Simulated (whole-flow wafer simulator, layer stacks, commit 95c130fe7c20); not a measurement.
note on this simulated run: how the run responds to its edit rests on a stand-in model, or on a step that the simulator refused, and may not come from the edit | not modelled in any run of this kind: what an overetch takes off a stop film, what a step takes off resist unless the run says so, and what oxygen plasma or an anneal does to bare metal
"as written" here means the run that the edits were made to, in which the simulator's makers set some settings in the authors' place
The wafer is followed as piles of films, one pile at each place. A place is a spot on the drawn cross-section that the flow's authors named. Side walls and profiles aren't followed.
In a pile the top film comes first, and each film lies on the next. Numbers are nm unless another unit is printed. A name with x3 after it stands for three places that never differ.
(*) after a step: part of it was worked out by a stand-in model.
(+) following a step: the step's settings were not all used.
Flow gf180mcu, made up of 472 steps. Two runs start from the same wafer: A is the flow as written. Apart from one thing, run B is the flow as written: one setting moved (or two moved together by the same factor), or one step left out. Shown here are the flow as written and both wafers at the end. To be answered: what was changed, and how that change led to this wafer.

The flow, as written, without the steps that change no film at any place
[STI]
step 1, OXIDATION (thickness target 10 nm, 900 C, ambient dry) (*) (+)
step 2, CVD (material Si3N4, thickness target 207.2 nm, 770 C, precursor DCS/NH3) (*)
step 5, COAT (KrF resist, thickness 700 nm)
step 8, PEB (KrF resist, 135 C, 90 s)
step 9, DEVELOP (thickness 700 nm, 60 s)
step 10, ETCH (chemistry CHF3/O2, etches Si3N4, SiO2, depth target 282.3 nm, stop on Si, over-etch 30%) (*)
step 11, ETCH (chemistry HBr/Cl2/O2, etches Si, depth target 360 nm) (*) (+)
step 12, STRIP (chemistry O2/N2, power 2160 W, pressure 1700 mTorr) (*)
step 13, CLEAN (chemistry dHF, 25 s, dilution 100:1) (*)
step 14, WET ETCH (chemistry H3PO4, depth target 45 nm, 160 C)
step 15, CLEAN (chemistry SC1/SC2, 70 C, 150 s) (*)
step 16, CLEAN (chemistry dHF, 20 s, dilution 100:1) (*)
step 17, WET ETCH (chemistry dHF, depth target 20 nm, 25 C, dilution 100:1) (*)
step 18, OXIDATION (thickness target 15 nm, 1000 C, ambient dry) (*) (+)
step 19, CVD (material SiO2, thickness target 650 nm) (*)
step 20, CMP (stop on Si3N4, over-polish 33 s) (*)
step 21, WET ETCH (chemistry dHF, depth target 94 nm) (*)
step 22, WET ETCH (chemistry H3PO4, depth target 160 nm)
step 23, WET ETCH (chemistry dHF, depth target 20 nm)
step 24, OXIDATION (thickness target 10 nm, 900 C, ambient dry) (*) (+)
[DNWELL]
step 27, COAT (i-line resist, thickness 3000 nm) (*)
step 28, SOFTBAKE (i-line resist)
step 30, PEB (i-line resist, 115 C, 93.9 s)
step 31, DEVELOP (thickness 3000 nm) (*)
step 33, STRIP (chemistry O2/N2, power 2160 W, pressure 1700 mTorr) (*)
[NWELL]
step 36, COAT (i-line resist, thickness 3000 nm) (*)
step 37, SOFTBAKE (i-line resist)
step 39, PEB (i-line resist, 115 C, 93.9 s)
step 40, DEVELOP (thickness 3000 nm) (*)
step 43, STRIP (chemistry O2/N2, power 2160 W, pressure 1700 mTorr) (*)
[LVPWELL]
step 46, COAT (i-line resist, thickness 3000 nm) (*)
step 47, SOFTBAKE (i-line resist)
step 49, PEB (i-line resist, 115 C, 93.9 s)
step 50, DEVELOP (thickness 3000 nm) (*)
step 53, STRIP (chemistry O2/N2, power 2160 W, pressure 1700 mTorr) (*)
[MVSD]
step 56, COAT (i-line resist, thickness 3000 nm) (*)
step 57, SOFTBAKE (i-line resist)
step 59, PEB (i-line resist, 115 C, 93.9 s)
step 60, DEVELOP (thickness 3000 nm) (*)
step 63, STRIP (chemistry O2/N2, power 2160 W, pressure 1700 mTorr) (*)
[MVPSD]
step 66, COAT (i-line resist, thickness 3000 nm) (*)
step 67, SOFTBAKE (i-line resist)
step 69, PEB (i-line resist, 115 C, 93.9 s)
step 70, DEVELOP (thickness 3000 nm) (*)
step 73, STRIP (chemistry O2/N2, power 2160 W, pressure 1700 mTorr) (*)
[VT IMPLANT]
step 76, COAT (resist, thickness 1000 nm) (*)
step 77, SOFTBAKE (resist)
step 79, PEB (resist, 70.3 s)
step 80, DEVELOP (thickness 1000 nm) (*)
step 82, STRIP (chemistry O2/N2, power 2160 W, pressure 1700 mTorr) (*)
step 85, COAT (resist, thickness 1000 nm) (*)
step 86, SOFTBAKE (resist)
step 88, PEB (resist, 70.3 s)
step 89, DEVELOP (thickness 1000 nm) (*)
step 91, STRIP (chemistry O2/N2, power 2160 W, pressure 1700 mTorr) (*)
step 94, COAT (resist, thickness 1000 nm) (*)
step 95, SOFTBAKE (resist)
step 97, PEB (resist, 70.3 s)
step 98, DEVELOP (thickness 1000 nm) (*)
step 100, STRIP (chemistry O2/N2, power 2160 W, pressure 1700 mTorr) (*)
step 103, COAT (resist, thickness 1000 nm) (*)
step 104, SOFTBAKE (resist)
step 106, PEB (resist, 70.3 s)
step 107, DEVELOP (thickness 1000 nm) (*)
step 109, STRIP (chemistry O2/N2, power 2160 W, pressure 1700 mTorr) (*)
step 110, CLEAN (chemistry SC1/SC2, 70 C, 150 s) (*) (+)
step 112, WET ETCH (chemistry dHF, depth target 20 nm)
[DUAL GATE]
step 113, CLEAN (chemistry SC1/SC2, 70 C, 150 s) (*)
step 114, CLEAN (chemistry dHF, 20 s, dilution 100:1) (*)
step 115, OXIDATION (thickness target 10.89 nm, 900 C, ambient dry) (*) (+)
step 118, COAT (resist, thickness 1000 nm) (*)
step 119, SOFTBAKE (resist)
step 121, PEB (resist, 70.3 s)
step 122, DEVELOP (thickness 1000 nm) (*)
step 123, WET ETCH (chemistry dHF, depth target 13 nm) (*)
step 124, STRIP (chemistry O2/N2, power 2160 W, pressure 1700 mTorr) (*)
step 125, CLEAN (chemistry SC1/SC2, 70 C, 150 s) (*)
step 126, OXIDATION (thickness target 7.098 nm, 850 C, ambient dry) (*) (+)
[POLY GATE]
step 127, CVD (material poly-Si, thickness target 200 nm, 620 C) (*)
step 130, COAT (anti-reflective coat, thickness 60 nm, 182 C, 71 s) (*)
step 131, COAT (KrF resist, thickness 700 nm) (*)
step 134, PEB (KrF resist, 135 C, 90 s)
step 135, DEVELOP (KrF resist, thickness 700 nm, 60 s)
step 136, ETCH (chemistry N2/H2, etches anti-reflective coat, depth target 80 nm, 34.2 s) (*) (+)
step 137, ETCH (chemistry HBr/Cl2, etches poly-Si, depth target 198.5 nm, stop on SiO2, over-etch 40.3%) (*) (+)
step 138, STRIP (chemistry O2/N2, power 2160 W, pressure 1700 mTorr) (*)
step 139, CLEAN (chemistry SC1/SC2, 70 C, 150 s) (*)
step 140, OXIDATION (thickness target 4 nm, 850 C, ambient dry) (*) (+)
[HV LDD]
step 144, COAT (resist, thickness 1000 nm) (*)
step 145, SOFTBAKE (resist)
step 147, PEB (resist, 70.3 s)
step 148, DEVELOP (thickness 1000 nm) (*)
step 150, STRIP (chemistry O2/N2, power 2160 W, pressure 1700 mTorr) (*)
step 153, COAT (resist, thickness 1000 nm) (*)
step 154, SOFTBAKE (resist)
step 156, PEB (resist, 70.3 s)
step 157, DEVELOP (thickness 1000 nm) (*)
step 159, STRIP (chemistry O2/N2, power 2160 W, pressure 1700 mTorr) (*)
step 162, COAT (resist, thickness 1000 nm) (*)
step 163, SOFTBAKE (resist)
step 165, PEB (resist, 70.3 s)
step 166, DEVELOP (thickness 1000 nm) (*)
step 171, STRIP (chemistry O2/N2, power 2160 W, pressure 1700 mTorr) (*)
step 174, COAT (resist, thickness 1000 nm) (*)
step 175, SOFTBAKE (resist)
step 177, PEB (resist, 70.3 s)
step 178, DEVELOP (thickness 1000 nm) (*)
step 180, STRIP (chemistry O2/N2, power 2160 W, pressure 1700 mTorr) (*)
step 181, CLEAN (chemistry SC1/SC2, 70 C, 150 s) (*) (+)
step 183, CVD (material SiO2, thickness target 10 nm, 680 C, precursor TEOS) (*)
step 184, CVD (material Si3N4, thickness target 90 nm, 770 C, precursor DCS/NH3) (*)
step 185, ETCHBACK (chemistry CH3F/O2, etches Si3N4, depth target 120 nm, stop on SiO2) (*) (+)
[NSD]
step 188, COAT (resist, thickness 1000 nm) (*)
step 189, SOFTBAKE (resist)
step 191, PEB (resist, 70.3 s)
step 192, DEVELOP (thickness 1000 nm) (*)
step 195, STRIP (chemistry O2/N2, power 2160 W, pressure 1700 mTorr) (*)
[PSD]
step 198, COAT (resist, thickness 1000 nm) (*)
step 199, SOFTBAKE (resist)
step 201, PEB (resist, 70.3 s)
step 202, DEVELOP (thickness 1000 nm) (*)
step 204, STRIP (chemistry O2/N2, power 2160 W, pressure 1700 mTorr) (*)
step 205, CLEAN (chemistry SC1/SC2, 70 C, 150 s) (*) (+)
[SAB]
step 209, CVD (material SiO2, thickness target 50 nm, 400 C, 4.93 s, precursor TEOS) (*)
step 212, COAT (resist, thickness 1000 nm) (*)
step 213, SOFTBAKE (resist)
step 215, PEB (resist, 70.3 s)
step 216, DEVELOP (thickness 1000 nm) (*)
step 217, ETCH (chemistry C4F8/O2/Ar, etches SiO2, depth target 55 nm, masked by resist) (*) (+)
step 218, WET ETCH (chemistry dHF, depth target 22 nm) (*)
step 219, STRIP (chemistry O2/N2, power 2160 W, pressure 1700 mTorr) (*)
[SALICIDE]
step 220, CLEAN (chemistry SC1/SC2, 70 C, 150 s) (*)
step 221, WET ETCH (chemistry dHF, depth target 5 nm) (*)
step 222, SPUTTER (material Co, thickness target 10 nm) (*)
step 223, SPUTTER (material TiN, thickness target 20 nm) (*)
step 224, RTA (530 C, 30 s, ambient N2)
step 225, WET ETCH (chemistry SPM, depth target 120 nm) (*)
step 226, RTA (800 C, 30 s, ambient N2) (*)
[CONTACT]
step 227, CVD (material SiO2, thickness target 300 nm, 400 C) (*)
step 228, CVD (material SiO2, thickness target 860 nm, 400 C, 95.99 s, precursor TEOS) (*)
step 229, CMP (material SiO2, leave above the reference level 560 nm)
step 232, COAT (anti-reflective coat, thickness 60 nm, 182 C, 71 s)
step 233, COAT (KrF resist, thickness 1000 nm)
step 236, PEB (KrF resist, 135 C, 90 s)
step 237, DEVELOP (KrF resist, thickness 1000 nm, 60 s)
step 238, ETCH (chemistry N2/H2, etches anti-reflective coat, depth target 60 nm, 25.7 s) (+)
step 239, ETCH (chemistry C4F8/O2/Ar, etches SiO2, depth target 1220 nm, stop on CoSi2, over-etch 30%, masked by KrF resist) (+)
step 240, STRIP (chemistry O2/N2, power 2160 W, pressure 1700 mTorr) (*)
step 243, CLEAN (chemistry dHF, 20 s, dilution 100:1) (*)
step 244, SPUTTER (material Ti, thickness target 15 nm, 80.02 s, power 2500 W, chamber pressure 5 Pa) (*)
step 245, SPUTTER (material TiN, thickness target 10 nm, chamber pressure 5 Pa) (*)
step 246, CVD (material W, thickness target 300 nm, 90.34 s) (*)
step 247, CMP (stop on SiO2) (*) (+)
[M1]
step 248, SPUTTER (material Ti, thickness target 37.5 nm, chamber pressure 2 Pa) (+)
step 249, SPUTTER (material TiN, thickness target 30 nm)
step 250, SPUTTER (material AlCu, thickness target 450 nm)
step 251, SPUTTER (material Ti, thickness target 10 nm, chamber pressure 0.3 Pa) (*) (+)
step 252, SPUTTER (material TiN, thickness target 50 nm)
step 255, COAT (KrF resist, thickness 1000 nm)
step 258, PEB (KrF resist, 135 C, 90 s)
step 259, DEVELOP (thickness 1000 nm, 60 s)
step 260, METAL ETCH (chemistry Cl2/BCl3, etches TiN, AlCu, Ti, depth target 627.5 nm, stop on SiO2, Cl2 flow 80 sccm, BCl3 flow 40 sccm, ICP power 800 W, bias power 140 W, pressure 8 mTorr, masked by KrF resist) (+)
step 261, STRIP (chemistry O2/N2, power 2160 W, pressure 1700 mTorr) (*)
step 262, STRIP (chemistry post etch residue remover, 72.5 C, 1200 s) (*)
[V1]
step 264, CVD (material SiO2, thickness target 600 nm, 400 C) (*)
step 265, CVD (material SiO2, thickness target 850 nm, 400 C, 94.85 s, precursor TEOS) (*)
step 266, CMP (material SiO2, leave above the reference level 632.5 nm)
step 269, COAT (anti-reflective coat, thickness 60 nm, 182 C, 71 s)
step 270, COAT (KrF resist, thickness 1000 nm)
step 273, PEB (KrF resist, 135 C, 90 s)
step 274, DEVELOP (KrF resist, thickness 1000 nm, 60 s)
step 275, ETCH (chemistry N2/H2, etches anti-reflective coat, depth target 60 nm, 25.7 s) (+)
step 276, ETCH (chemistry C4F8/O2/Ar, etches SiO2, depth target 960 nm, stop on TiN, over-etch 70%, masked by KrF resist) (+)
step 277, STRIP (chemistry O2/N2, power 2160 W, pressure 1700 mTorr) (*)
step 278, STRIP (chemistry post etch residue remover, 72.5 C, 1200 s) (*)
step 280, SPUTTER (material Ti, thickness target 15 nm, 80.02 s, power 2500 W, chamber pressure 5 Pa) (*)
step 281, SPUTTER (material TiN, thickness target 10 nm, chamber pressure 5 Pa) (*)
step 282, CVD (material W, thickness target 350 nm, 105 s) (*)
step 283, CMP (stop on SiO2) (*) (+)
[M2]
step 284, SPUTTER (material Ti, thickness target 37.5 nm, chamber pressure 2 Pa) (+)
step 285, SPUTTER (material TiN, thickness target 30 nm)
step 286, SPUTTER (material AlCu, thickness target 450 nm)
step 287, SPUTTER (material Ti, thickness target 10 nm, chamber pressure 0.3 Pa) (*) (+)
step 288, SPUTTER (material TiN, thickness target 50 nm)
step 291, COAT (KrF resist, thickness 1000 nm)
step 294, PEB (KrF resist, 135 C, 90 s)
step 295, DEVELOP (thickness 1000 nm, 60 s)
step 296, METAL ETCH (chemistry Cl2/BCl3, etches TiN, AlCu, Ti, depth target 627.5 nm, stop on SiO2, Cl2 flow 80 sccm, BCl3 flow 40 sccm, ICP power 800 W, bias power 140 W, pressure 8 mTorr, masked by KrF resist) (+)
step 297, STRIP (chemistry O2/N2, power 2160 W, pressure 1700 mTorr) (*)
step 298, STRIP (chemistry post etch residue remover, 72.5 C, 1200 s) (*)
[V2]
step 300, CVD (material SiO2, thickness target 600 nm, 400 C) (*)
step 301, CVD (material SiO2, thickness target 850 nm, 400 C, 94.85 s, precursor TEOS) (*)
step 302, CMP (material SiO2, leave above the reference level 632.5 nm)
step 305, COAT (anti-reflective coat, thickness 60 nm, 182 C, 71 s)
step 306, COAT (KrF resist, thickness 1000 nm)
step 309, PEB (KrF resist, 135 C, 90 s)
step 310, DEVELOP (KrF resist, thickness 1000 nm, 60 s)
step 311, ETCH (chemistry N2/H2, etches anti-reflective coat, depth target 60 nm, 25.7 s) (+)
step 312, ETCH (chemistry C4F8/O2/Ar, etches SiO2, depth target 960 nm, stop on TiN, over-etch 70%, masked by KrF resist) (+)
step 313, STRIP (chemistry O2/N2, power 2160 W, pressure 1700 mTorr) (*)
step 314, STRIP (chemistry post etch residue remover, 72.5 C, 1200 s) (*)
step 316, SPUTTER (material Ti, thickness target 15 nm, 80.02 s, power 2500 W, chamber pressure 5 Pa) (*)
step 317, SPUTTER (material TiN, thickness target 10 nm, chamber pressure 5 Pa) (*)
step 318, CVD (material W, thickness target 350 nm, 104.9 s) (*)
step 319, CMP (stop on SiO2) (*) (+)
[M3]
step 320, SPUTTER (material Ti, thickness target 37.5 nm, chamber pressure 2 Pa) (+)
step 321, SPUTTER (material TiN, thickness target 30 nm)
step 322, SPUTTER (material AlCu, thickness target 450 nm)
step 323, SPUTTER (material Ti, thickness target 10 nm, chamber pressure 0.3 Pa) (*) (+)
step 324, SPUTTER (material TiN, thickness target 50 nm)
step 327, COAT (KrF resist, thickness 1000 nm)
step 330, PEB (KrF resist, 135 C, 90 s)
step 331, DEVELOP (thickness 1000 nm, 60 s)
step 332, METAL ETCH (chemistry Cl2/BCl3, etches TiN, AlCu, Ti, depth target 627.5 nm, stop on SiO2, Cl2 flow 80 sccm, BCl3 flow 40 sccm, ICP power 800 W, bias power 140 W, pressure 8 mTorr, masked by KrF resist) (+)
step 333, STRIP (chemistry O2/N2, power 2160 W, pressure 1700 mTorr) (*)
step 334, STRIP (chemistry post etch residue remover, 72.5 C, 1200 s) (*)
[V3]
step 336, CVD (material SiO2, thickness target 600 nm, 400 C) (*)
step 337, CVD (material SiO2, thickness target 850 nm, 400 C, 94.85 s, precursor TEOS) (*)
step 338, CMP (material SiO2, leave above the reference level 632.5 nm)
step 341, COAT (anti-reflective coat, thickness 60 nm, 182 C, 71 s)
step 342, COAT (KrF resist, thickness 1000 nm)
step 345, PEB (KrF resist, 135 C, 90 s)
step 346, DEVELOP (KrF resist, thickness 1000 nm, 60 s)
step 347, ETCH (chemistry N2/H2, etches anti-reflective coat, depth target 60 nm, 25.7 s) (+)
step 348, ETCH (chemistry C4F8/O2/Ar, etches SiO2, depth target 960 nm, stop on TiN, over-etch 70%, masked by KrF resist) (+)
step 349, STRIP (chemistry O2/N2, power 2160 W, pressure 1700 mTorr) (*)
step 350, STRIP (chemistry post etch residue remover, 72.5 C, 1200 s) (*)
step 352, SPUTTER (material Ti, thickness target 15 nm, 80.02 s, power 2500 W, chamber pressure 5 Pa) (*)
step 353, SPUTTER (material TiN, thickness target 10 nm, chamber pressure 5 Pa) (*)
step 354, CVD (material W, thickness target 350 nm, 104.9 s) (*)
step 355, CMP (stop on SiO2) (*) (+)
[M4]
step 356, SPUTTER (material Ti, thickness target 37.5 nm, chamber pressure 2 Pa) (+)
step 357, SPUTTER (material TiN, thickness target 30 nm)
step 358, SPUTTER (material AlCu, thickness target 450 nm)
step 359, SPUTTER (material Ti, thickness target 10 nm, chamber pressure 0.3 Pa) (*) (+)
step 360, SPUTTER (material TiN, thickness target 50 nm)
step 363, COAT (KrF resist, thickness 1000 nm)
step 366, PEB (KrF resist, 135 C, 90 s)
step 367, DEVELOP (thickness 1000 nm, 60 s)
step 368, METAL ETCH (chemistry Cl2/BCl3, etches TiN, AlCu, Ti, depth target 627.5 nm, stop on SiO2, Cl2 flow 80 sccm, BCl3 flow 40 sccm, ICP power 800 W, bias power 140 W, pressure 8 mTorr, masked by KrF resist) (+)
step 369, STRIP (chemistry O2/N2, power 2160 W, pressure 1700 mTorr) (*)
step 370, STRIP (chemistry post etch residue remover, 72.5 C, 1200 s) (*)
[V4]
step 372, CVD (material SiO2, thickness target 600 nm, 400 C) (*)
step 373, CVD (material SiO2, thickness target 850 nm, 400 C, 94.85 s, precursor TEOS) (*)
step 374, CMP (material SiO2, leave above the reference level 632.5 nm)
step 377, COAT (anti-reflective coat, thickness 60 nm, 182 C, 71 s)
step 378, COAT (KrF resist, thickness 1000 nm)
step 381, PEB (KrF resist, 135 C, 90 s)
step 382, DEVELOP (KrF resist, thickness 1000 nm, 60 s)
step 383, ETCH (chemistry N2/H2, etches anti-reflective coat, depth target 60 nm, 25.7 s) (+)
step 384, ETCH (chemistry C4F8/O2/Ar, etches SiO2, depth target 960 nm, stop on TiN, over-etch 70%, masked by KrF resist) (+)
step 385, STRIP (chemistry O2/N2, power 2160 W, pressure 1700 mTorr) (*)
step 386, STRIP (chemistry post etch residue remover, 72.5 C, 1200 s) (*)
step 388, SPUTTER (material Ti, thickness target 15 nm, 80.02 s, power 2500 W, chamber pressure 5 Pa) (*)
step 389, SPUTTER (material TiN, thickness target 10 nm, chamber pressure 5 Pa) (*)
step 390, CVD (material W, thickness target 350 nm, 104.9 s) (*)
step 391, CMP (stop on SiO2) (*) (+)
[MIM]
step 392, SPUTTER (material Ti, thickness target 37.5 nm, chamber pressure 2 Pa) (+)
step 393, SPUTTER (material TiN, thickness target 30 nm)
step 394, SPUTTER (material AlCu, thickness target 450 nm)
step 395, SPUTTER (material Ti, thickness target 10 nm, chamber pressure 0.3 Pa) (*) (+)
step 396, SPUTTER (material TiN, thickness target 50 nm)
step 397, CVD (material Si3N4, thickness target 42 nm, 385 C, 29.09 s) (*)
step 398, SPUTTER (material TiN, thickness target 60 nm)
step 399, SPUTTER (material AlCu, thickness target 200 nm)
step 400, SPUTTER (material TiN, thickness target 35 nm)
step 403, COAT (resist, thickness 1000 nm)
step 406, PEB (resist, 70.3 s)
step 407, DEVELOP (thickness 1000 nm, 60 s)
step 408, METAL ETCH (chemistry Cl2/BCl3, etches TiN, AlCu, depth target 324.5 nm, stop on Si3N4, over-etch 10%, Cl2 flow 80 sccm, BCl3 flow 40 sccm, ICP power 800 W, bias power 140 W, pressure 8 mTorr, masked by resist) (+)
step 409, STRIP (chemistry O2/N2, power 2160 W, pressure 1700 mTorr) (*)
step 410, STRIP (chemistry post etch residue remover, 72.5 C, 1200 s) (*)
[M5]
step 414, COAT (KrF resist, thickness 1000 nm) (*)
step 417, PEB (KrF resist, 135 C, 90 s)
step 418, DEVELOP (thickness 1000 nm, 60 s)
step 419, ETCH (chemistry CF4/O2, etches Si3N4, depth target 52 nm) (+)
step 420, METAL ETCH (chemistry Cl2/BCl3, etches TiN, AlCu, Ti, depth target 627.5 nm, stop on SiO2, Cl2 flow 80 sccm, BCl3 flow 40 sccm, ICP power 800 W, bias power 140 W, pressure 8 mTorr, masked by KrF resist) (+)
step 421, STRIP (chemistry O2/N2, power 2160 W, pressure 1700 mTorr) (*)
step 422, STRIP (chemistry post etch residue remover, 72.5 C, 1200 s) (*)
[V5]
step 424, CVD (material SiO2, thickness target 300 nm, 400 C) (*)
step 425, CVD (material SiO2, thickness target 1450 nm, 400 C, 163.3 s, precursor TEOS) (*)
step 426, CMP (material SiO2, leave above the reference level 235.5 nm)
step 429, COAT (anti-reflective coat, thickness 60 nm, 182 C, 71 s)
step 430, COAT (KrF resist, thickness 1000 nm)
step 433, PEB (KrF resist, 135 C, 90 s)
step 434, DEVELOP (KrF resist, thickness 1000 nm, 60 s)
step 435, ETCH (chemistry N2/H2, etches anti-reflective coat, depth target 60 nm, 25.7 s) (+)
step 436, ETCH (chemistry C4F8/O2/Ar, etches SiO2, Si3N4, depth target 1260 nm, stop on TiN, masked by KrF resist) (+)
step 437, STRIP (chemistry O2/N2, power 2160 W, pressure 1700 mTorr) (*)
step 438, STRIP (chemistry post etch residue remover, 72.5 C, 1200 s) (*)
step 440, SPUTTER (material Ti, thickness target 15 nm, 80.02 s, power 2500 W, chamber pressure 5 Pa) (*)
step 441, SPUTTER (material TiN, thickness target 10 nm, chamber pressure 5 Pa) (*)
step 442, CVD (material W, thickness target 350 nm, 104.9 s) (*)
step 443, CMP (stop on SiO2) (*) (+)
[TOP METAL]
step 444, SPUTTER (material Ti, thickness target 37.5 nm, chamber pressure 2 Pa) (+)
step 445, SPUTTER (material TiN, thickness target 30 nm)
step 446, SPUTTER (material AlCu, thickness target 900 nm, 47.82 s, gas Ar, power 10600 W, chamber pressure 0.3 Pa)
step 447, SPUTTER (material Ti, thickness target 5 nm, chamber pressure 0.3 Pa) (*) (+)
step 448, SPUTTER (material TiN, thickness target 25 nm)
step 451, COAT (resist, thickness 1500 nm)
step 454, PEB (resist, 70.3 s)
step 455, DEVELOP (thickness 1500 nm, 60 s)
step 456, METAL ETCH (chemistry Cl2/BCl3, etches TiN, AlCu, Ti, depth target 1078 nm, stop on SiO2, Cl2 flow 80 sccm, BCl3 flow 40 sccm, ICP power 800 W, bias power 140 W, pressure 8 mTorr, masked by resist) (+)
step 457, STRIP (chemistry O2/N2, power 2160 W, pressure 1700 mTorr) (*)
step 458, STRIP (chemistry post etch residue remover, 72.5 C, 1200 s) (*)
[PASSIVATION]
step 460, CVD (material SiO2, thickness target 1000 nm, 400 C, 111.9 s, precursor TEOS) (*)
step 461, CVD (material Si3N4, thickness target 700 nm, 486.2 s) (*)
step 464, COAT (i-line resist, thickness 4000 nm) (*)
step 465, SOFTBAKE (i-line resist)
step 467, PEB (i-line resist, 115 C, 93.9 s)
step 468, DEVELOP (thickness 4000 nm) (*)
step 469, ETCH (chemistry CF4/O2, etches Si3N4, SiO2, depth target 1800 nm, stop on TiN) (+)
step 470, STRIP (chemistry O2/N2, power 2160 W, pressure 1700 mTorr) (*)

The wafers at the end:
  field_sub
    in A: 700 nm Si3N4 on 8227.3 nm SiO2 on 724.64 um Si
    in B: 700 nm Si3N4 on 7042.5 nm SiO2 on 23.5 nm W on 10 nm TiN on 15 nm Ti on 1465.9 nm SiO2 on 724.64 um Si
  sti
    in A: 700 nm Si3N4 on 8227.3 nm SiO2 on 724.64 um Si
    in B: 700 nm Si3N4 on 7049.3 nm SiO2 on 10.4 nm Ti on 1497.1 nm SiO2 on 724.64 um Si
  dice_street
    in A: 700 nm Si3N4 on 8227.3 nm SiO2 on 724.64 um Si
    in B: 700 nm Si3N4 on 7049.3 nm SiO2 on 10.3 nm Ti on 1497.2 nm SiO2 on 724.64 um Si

What caused this: step 229, CMP: leave above the reference level 896 nm was run, while the flow as written has leave above the reference level 560 nm.

Step by step, how the change led to this:
  step 229, CMP (material SiO2, leave above the reference level 560 nm)
      ldn_sep__w1, ldn_sep__w2, ldn_dft and 8 more: A -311 SiO2 | B nothing
      active, p_well, sd_n, iso_ptap_pw, iso_ntap_nw, iso_ptap_sub, vpnp_e: A -299.9 SiO2 | B nothing
      (also at 93 further places)
  step 232, COAT (anti-reflective coat, thickness 60 nm, 182 C, 71 s)
      sti, mim_1p0, pad, dice_street: A +60 anti-reflective coat (new film) | B +52.1 anti-reflective coat (new film)
      p_well, sd_n: A +60 anti-reflective coat (new film) | B +49 anti-reflective coat (new film)
      (also at 93 further places)
  step 233, COAT (KrF resist, thickness 1000 nm)
      field__w7: A +1000 KrF resist (new film) | B +1020.7 KrF resist (new film)
      field__w11: A +1000 KrF resist (new film) | B +1023 KrF resist (new film)
      (also at 4 further places)
  step 238, ETCH (chemistry N2/H2, etches anti-reflective coat, depth target 60 nm, 25.7 s) (+)
      contact: A -60 anti-reflective coat (all of it), -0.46 SiO2 | B -75.7 anti-reflective coat (all of it)
      polyc_n: A -60 anti-reflective coat (all of it), -0.46 SiO2 | B -31.3 anti-reflective coat (all of it), -1.2 SiO2
      (also at 1 further place)
  step 239, ETCH (chemistry C4F8/O2/Ar, etches SiO2, depth target 1220 nm, stop on CoSi2, over-etch 30%, masked by KrF resist) (+)
      field, field__w1, field__w2 and 105 more: A -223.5 KrF resist | B -244 KrF resist
      polyc_n, polyc_p: A -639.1 SiO2 (all of it) | B -974.3 SiO2 (all of it)
      (also at 1 further place)
  step 240, STRIP (chemistry O2/N2, power 2160 W, pressure 1700 mTorr) (*)
      sti, mim_1p0, pad, dice_street: A -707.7 KrF resist (all of it), -60 anti-reflective coat (all of it) | B -704.1 KrF resist (all of it), -52.1 anti-reflective coat (all of it)
      p_well, sd_n: A -707.7 KrF resist (all of it), -60 anti-reflective coat (all of it) | B -704.1 KrF resist (all of it), -49 anti-reflective coat (all of it)
      (also at 102 further places)
  step 244, SPUTTER (material Ti, thickness target 15 nm, 80.02 s, power 2500 W, chamber pressure 5 Pa) (*)
      field__w2, field__w12: A +15 Ti (new film) | B +14.1 Ti (new film)
      field__w3: A +15 Ti (new film) | B +14.2 Ti (new film)
      (also at 2 further places)
  step 245, SPUTTER (material TiN, thickness target 10 nm, chamber pressure 5 Pa) (*)
      field__w2: A +10 TiN (new film) | B +9.35 TiN (new film)
      field__w3: A +10 TiN (new film) | B +9.48 TiN (new film)
      (also at 2 further places)
  step 246, CVD (material W, thickness target 300 nm, 90.34 s) (*)
      polyc_n, polyc_p: A +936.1 W (new film) | B +1272.1 W (new film)
      field__w12: A +300 W (new film) | B +306.5 W (new film)
      (also at 1 further place)
  step 247, CMP (stop on SiO2) (*) (+)
      ldn_sep, ldn_sep__w1, ldn_sep__w2 and 13 more: A -300 W (all of it), -10 TiN (all of it), -15 Ti (all of it), -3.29 SiO2 | B -300 W (all of it), -10 TiN (all of it)
      active, p_well, sd_n, iso_ptap_pw, iso_ntap_nw, iso_ptap_sub, vpnp_e: A -300 W (all of it), -10 TiN (all of it), -15 Ti (all of it), -3.29 SiO2 | B -298.7 W
      (also at 86 further places)
  step 248, SPUTTER (material Ti, thickness target 37.5 nm, chamber pressure 2 Pa) (+)
      field__w13, pplus_u, ldn_sep and 15 more: A +37.5 Ti (new film) | B +37.5 Ti
  step 260, METAL ETCH (chemistry Cl2/BCl3, etches TiN, AlCu, Ti, depth target 627.5 nm, stop on SiO2, Cl2 flow 80 sccm, BCl3 flow 40 sccm, ICP power 800 W, bias power 140 W, pressure 8 mTorr, masked by KrF resist) (+)
      field, field__w1, field__w2 and 25 more: A -50 TiN (all of it), -10 Ti (all of it), -450 AlCu (all of it), -30 TiN (all of it), -37.5 Ti (all of it) | B -50 TiN (all of it), -10 Ti (all of it), -450 AlCu (all of it), -30 TiN (all of it), -37.5 Ti (all of it), -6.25 W
      active, p_well, sd_n, iso_ptap_pw, iso_ntap_nw, iso_ptap_sub, vpnp_e: A -50 TiN (all of it), -10 Ti (all of it), -450 AlCu (all of it), -30 TiN (all of it), -37.5 Ti (all of it) | B -50 TiN (all of it), -10 Ti (all of it), -450 AlCu (all of it), -30 TiN (all of it), -37.5 Ti (all of it), -1.31 W (all of it), -10 TiN (all of it), -15 Ti (all of it), -2.9 SiO2
      (also at 33 further places)
  step 262, STRIP (chemistry post etch residue remover, 72.5 C, 1200 s) (*)
      field, field__w1, field__w2 and 22 more: A nothing | B -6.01 W
      nw_enc_fld: A nothing | B -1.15 W (all of it), -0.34 TiN
      (also at 2 further places)
  step 264, CVD (material SiO2, thickness target 600 nm, 400 C) (*)
      field, field__w1, field__w2 and 31 more: A +600 SiO2 | B +600 SiO2 (new film)
  step 266, CMP (material SiO2, leave above the reference level 632.5 nm)
      field, field__w1, field__w2 and 22 more: A -300 SiO2 | B -287.7 SiO2
      p_well, sd_n, iso_ptap_pw, iso_ntap_nw, iso_ptap_sub, vpnp_e: A -300 SiO2 | B -270.8 SiO2
      (also at 36 further places)
With metal films that touch counted as one body, field_sub has 1 body; the flow as written gives 0 bodies.
With metal films that touch counted as one body, sti has 1 body; the flow as written gives 0 bodies.
With metal films that touch counted as one body, dice_street has 1 body; the flow as written gives 0 bodies.
